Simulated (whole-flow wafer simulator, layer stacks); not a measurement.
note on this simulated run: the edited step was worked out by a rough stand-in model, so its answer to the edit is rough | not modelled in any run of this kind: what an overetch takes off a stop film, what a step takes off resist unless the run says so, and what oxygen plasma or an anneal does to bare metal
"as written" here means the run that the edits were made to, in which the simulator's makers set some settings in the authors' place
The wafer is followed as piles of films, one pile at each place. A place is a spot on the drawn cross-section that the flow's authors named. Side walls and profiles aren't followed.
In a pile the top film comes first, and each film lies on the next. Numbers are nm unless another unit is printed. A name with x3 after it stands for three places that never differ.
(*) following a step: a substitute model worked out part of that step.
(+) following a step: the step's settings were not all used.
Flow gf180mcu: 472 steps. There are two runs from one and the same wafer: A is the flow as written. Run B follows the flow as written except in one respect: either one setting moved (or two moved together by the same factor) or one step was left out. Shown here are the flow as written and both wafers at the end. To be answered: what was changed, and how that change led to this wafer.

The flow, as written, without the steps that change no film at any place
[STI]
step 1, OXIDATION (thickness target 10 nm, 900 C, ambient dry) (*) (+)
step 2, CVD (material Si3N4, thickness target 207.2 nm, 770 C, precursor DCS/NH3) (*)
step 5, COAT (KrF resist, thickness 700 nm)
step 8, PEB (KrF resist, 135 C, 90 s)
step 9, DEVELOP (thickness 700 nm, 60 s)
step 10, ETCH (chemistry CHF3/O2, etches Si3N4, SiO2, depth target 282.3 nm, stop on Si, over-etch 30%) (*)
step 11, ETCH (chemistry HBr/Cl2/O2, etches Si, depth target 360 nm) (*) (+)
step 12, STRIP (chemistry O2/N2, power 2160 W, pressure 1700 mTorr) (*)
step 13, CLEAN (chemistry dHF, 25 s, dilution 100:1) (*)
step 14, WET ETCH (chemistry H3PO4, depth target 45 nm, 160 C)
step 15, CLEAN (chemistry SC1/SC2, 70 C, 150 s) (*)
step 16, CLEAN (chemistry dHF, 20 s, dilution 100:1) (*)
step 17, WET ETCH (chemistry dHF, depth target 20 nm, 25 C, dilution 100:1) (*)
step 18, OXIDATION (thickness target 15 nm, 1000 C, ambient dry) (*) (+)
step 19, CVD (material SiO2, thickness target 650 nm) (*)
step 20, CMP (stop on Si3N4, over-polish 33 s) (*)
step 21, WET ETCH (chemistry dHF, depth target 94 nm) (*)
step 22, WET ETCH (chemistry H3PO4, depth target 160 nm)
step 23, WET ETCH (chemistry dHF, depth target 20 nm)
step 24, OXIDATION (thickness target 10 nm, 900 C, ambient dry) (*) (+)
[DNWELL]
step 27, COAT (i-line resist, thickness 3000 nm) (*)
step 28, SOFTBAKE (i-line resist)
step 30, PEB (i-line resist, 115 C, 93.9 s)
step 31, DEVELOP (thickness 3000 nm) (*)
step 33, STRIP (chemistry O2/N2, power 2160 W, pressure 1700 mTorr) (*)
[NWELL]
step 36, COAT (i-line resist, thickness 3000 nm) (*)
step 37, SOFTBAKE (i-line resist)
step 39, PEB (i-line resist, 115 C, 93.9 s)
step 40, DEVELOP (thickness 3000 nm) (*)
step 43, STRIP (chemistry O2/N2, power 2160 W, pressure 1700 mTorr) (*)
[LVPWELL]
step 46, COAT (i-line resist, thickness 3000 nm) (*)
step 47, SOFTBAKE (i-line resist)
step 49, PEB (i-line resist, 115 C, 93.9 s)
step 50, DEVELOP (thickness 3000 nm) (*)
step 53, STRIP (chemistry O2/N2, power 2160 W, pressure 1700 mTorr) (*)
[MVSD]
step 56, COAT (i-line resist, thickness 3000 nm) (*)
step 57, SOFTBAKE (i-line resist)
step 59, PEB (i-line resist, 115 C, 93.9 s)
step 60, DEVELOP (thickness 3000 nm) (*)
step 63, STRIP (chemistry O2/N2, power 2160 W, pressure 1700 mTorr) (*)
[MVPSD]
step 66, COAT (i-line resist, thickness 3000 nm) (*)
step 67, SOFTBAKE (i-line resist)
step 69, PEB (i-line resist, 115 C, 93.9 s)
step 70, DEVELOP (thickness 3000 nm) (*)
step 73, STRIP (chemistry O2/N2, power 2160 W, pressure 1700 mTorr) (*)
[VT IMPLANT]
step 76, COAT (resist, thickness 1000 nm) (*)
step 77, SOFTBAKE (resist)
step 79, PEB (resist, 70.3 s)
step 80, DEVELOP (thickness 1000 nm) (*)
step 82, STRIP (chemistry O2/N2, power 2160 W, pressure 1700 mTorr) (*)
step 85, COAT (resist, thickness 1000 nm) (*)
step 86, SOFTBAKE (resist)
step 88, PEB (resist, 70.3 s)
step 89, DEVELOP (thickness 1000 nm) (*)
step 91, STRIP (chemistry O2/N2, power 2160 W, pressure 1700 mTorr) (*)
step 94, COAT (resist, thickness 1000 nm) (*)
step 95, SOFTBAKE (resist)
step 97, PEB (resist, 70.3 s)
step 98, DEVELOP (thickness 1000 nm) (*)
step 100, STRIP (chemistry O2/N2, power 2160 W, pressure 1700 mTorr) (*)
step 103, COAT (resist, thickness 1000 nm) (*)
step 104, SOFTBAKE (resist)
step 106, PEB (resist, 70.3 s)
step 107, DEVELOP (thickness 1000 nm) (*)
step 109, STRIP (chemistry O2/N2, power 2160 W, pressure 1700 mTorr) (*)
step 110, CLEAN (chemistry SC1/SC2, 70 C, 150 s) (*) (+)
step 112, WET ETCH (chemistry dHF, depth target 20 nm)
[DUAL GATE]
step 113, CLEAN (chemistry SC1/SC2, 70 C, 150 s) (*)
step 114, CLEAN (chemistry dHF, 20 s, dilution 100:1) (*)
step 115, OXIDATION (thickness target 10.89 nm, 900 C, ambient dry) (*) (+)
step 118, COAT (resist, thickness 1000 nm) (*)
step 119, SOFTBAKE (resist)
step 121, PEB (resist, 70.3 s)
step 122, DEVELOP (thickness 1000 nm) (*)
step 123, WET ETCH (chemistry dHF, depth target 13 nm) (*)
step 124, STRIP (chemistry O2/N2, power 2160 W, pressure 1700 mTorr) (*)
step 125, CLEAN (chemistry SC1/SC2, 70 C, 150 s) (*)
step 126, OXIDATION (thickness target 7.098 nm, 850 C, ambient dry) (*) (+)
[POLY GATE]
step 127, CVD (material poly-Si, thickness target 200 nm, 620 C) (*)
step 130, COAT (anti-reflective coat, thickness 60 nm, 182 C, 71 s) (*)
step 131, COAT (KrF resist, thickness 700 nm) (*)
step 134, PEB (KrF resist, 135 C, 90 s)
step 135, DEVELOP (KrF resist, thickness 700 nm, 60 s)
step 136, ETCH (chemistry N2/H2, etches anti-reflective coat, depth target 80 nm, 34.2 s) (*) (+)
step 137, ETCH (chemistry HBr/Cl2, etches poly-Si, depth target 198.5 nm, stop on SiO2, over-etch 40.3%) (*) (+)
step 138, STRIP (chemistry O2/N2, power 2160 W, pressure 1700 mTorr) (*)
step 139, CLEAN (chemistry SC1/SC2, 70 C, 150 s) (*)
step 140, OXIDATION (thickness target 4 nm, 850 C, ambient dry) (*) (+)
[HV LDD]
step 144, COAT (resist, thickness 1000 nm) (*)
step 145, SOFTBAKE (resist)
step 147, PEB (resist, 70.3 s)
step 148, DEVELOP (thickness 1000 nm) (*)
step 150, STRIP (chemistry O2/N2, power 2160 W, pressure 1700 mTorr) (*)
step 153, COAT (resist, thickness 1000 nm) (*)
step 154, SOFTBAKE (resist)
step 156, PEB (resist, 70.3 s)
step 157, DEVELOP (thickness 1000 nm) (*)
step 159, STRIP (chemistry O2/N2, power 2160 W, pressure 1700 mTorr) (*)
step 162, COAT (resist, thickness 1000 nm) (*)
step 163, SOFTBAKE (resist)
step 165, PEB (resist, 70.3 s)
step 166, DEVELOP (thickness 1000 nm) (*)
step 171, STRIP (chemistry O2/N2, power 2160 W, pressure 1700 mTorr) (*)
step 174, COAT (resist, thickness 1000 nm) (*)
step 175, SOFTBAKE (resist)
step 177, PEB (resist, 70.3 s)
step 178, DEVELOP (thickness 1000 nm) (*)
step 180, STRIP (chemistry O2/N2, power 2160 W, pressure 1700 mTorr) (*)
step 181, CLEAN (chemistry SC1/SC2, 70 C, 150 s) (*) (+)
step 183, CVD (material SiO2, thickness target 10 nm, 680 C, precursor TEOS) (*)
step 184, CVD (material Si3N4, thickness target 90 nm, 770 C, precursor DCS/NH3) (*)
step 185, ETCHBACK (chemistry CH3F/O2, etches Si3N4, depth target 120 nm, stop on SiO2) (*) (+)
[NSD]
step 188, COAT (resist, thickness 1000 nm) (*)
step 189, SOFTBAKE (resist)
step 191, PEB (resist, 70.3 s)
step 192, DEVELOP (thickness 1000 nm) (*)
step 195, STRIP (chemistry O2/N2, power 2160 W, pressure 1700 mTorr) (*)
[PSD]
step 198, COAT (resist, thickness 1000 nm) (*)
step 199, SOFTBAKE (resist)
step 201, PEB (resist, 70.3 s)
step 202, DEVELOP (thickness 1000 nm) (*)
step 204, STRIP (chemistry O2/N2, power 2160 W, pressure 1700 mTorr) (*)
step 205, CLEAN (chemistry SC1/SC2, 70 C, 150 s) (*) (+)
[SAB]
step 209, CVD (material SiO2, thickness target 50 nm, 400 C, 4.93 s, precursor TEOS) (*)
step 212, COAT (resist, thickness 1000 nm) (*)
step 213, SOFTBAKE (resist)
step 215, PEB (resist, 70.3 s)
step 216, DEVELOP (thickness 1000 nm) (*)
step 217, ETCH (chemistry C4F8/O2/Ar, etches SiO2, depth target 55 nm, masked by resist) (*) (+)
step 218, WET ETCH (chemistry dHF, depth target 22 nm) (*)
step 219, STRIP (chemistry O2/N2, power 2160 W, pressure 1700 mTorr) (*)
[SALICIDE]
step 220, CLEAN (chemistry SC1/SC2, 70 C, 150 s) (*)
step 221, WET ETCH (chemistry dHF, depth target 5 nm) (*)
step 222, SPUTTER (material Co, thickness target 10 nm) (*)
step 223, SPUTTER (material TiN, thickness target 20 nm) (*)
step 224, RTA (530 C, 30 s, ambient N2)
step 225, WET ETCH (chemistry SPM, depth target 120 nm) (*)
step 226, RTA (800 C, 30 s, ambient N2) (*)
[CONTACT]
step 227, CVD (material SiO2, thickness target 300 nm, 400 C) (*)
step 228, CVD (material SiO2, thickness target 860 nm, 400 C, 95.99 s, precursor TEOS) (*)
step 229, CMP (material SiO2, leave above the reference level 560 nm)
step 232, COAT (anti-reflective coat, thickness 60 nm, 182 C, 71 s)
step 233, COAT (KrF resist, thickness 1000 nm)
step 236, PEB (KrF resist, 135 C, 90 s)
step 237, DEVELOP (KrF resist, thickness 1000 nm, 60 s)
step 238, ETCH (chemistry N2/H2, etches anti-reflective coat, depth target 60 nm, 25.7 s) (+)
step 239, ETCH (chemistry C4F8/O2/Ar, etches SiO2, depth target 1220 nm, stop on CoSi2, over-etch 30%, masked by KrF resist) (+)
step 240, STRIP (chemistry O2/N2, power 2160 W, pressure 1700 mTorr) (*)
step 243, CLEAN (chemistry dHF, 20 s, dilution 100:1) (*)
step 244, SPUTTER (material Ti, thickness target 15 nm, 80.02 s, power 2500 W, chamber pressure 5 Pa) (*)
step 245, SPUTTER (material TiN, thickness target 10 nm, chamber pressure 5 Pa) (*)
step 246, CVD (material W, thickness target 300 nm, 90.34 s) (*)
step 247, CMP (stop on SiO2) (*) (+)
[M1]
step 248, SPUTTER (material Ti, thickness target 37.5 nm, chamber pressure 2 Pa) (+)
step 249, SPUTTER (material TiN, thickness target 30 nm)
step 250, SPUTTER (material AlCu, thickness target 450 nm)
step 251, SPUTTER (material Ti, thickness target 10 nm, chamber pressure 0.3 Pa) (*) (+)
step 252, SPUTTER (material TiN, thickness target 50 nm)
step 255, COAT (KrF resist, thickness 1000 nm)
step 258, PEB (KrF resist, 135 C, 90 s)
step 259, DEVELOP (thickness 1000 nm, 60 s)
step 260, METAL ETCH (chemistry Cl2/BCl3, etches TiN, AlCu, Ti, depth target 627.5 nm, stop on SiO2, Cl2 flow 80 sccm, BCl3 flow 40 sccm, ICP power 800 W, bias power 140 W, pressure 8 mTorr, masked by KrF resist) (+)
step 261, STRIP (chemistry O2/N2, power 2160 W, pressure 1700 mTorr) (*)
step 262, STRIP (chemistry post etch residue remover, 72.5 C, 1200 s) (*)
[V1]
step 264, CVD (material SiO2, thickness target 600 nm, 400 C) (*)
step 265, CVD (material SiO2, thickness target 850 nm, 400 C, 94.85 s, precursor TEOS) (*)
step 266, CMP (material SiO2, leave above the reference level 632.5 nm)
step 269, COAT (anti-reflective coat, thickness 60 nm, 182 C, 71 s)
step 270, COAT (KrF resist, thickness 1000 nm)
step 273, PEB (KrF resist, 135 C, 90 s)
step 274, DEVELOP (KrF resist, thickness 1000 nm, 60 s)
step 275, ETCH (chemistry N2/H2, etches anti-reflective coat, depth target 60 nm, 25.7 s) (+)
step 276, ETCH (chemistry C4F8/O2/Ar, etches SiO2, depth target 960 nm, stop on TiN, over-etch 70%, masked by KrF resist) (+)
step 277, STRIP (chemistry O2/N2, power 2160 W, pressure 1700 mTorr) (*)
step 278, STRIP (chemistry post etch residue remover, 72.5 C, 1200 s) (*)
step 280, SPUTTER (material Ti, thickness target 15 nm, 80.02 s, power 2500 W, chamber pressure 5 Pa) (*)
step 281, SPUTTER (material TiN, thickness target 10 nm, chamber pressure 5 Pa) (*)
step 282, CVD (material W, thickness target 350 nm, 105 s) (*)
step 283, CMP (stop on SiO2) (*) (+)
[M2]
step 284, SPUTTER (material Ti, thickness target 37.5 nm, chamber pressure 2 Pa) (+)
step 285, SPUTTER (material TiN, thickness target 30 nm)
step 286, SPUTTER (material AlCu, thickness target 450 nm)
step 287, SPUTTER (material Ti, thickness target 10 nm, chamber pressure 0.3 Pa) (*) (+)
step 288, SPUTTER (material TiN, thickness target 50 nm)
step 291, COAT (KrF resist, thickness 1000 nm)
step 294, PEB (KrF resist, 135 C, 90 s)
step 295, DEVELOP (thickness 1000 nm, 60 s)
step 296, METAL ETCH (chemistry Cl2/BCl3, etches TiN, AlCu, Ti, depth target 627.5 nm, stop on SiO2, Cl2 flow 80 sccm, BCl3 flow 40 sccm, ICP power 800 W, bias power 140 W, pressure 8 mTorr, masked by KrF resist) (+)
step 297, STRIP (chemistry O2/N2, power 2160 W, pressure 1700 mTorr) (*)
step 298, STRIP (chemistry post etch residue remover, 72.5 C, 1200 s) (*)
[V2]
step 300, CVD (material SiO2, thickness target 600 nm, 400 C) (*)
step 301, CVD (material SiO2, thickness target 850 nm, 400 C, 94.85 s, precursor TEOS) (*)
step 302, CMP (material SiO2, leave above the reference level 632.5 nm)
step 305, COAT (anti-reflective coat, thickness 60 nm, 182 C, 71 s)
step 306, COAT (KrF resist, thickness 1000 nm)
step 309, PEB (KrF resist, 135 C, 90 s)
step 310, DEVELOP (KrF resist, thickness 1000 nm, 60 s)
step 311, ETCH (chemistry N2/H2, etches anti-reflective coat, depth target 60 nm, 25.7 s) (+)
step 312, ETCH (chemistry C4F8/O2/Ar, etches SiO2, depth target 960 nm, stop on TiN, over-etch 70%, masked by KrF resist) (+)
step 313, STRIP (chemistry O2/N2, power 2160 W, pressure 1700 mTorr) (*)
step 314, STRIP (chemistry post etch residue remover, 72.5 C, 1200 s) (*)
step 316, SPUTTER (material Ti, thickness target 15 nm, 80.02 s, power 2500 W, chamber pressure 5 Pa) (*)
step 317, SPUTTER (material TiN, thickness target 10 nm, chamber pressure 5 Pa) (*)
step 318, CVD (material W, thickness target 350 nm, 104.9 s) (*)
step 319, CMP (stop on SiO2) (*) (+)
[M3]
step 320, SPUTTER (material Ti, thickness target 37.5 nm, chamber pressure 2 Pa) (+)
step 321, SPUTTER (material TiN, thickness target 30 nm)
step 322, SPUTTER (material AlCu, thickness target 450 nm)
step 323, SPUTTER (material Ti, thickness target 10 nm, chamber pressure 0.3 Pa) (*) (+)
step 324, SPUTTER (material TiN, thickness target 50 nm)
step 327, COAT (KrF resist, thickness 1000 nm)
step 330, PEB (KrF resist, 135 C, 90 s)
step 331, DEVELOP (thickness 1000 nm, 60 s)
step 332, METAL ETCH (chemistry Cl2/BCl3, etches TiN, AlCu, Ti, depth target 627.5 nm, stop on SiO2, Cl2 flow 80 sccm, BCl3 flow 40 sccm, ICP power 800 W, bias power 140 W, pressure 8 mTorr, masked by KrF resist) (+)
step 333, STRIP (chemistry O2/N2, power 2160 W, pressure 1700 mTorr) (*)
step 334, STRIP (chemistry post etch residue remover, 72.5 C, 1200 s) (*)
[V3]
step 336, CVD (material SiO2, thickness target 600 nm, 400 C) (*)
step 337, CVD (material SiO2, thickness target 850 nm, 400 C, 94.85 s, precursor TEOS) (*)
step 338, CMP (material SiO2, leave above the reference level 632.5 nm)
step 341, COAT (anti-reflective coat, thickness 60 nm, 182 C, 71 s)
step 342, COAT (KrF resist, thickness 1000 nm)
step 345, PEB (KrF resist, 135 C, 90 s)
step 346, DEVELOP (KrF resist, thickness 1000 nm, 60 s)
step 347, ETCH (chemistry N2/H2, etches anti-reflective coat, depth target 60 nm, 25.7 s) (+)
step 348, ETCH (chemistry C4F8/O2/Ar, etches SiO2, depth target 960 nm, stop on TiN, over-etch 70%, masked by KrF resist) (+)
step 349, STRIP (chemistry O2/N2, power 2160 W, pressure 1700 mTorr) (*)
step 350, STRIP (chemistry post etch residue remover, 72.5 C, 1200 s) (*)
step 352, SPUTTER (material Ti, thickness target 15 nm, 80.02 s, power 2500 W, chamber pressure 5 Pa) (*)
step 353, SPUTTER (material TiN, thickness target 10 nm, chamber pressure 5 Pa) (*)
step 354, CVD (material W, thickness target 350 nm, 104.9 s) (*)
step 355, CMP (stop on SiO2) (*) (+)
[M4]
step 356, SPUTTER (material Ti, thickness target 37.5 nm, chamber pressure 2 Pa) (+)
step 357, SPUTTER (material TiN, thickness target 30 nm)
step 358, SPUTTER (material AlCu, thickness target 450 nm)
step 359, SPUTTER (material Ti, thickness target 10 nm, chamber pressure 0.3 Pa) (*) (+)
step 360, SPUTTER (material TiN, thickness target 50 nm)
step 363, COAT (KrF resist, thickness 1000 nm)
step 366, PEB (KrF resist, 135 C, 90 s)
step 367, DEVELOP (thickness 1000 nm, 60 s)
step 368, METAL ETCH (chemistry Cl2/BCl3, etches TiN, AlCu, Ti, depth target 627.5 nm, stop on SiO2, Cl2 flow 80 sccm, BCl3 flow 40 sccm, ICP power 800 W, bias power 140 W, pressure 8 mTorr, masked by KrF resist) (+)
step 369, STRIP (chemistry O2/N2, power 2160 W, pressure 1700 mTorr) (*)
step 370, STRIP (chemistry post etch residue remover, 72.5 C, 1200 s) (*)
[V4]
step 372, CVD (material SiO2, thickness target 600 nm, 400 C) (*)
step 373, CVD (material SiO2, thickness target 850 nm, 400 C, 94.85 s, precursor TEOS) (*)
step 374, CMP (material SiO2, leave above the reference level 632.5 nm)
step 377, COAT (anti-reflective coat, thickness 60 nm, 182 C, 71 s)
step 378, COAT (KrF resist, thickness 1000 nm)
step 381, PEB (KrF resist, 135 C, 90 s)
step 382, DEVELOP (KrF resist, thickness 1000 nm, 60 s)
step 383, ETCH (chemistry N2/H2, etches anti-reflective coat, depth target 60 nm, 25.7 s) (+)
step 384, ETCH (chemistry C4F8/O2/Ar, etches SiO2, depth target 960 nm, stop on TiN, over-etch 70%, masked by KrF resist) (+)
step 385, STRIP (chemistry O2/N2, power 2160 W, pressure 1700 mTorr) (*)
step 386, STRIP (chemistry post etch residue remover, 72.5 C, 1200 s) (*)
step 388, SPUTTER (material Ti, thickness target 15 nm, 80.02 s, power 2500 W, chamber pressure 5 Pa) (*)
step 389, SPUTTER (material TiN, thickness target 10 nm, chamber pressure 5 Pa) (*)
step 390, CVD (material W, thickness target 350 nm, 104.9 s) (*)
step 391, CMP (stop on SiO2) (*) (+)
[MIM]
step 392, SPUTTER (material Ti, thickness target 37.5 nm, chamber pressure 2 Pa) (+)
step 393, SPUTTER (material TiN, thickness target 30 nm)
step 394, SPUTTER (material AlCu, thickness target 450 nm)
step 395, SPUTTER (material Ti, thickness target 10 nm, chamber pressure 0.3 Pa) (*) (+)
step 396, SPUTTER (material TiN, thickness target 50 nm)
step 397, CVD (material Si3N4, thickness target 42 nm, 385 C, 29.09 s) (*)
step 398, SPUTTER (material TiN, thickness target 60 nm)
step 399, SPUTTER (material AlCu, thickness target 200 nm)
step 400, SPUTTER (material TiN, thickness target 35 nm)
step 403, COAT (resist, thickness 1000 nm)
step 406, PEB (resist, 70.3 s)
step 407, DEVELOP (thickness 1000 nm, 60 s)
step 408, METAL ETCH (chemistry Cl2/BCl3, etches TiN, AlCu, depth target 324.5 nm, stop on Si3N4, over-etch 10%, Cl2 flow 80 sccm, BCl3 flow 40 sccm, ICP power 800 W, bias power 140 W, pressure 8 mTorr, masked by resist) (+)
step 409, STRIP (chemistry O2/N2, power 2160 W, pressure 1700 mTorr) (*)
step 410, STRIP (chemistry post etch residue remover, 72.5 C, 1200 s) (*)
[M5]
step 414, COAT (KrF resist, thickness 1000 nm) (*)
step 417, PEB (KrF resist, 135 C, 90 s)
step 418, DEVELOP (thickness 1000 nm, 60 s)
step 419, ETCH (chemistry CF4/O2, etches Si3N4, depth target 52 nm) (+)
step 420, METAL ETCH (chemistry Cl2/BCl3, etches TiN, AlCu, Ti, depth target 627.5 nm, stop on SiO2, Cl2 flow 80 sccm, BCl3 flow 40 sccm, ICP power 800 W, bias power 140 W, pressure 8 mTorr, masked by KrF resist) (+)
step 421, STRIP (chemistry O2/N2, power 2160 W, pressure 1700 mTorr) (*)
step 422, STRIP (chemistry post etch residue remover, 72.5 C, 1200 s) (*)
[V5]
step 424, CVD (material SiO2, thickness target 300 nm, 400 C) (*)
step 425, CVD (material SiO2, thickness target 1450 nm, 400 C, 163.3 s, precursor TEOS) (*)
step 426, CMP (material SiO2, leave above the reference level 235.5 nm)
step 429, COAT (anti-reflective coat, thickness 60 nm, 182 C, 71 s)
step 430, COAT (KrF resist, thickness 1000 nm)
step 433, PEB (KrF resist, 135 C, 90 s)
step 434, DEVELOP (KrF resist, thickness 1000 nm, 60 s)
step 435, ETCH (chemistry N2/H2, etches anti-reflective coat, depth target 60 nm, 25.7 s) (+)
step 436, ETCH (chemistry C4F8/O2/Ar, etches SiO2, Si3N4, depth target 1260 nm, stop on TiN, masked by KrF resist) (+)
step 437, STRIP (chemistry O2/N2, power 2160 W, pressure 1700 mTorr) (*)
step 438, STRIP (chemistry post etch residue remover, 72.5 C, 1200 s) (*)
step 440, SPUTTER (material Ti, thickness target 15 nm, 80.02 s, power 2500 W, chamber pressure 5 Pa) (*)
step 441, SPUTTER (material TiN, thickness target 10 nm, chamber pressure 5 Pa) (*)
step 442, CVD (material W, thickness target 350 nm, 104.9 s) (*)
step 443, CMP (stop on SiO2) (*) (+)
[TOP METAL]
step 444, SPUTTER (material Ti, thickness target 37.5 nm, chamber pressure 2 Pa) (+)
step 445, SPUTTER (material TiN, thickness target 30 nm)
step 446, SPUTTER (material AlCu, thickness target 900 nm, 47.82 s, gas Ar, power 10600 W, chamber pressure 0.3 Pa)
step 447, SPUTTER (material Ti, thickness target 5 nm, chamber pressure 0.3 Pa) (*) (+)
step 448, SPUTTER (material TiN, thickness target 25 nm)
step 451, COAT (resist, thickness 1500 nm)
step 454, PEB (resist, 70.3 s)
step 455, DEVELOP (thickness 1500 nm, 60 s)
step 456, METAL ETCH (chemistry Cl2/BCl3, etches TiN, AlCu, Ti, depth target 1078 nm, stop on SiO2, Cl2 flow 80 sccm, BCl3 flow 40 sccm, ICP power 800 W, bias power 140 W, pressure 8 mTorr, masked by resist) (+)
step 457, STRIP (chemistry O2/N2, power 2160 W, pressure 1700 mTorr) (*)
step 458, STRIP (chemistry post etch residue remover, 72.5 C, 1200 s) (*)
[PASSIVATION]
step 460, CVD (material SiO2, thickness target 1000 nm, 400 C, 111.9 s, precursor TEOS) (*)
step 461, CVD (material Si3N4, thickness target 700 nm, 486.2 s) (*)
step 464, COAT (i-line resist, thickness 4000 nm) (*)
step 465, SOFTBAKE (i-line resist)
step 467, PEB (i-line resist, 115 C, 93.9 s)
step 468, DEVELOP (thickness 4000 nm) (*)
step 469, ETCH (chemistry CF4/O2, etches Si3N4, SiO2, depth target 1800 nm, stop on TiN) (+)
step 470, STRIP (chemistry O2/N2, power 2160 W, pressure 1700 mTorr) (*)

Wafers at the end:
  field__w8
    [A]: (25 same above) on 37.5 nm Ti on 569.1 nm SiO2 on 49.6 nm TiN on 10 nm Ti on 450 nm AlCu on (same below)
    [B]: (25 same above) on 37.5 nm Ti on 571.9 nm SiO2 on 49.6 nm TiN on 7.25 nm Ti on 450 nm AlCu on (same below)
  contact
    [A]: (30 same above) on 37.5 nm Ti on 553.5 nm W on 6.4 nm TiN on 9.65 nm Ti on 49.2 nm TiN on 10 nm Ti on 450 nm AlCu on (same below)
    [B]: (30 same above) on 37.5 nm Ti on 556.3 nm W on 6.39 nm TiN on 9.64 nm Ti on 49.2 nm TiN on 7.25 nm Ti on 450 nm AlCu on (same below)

The reason: step 287, SPUTTER: thickness target 7.25 nm was run, though the flow has thickness target 10 nm.
One can read it off the wafer: field__w8 has Ti 7.25, and step 287 as written asks for 10 nm.

The path from the change to this, step by step:
  step 287, SPUTTER (material Ti, thickness target 10 nm, chamber pressure 0.3 Pa) (*) (+)
      field, field__w1, field__w2 and 108 more: A Ti gains 10 (new film) | B Ti gains 7.25 (new film)
  step 296, METAL ETCH (chemistry Cl2/BCl3, etches TiN, AlCu, Ti, depth target 627.5 nm, stop on SiO2, Cl2 flow 80 sccm, BCl3 flow 40 sccm, ICP power 800 W, bias power 140 W, pressure 8 mTorr, masked by KrF resist) (+)
      field, field__w1, field__w2 and 103 more: A TiN loses 50 (all of it), Ti loses 10 (all of it), AlCu loses 450 (all of it), TiN loses 30 (all of it), Ti loses 37.5 (all of it) | B TiN loses 50 (all of it), Ti loses 7.25 (all of it), AlCu loses 450 (all of it), TiN loses 30 (all of it), Ti loses 37.5 (all of it)
